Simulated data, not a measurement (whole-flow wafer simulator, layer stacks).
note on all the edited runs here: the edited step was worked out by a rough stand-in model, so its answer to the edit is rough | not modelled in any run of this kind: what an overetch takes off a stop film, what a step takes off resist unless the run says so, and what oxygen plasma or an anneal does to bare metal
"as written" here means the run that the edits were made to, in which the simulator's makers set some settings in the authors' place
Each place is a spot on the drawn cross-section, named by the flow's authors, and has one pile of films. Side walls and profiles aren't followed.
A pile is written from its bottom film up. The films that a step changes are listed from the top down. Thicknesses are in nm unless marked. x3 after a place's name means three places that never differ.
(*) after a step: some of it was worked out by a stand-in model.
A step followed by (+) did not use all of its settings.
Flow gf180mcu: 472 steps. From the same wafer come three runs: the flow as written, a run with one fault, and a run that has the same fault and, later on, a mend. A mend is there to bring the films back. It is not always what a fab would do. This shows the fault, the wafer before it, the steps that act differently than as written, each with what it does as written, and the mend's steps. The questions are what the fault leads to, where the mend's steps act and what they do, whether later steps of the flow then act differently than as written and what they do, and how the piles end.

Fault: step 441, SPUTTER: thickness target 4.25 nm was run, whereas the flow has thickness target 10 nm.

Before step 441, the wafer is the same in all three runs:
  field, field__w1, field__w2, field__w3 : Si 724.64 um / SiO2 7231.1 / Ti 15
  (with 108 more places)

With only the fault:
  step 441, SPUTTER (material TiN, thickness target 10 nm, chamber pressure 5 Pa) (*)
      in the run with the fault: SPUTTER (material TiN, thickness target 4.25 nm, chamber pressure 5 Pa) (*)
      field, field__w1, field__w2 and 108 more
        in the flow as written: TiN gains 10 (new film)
        in the run with the fault: TiN gains 4.25 (new film)
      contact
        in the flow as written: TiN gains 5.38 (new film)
        in the run with the fault: TiN gains 2.29 (new film)
  Steps further on in the flow that do not act as written (not shown: 1 more step that differs only slightly, by at most 2% or 0.5 nm, whichever is larger):
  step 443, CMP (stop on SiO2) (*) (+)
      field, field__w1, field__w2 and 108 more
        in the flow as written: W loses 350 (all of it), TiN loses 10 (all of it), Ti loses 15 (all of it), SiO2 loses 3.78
        in the run with the fault: W loses 350 (all of it), TiN loses 4.25 (all of it), Ti loses 15 (all of it), SiO2 loses 3.73
  At contact, the piles at the end differ from the flow's by more than 2% or 0.5 nm, whichever is larger.
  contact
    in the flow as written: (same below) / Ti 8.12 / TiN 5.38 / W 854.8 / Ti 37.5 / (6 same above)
    in the run with the fault: (same below) / Ti 8.12 / TiN 2.29 / W 857.9 / Ti 37.5 / (6 same above)

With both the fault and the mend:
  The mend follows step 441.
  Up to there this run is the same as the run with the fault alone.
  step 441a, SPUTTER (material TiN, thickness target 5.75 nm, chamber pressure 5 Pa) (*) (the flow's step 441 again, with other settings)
      field, field__w1, field__w2 and 108 more
        TiN gains 5.75
      contact
        TiN gains 3.09
  Every later step of the flow that is run acts as written at every place that is followed.
  At every place that both follow, the piles at the end match the flow's.
